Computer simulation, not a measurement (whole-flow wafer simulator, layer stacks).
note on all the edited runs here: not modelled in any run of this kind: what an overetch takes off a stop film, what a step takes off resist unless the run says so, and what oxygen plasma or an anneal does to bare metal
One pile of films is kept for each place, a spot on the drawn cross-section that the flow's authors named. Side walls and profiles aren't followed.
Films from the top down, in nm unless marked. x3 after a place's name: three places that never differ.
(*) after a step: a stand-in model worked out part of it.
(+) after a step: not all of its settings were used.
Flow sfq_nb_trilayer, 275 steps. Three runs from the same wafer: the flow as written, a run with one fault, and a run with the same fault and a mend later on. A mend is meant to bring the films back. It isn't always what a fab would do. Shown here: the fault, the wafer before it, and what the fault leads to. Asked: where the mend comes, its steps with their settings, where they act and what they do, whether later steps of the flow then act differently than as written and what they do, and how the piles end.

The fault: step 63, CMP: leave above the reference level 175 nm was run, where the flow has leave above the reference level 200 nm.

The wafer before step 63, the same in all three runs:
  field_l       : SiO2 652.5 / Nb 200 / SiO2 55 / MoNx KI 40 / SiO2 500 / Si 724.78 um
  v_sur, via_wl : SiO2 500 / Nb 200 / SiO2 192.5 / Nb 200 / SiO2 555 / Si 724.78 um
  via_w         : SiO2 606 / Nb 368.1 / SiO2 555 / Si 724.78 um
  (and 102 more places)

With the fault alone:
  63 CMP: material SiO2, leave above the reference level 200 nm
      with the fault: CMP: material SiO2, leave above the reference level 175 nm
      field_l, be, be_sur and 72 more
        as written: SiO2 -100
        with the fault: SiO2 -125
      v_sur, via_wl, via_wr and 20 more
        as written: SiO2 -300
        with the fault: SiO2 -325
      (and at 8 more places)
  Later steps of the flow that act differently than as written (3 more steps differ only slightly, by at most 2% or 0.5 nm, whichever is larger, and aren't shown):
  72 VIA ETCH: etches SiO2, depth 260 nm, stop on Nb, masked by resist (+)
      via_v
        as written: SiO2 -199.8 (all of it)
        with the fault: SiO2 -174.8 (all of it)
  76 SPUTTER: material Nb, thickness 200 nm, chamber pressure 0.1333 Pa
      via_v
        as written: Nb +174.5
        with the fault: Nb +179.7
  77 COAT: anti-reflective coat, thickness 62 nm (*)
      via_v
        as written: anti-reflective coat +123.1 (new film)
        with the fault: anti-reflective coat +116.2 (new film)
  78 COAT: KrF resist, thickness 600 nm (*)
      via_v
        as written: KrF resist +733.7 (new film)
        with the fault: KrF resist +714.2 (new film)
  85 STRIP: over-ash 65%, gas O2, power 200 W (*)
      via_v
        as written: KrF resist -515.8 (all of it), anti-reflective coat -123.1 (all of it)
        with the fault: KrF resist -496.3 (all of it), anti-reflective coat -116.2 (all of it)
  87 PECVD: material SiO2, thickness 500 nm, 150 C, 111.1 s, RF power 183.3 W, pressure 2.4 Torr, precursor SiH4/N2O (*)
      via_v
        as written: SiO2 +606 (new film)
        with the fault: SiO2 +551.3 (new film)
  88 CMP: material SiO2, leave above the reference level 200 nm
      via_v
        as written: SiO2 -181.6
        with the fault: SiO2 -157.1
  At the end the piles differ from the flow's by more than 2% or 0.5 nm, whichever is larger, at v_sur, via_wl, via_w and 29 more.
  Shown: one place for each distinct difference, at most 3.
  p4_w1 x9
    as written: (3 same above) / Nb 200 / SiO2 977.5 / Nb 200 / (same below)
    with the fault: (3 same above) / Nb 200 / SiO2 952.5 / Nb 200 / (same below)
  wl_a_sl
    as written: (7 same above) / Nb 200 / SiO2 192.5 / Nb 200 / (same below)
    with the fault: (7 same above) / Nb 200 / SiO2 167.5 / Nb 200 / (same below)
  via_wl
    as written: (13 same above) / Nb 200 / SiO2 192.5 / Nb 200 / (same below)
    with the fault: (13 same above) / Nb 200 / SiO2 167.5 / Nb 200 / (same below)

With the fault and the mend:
  The mend comes after step 64.
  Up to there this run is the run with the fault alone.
  64a PECVD: material SiO2, thickness 25 nm, 150 C, 5.556 s, RF power 183.3 W, pressure 2.4 Torr, precursor SiH4/N2O (the flow's step 62 once more, with other settings)
      field_l, v_sur, via_wl and 103 more
        SiO2 +25
  No later step of the flow acts differently than as written, at any place that is followed, by more than 2% or 0.5 nm, whichever is larger.
  At the end the piles differ from the flow's only slightly at the places that both follow, by at most 2% or 0.5 nm, whichever is larger.
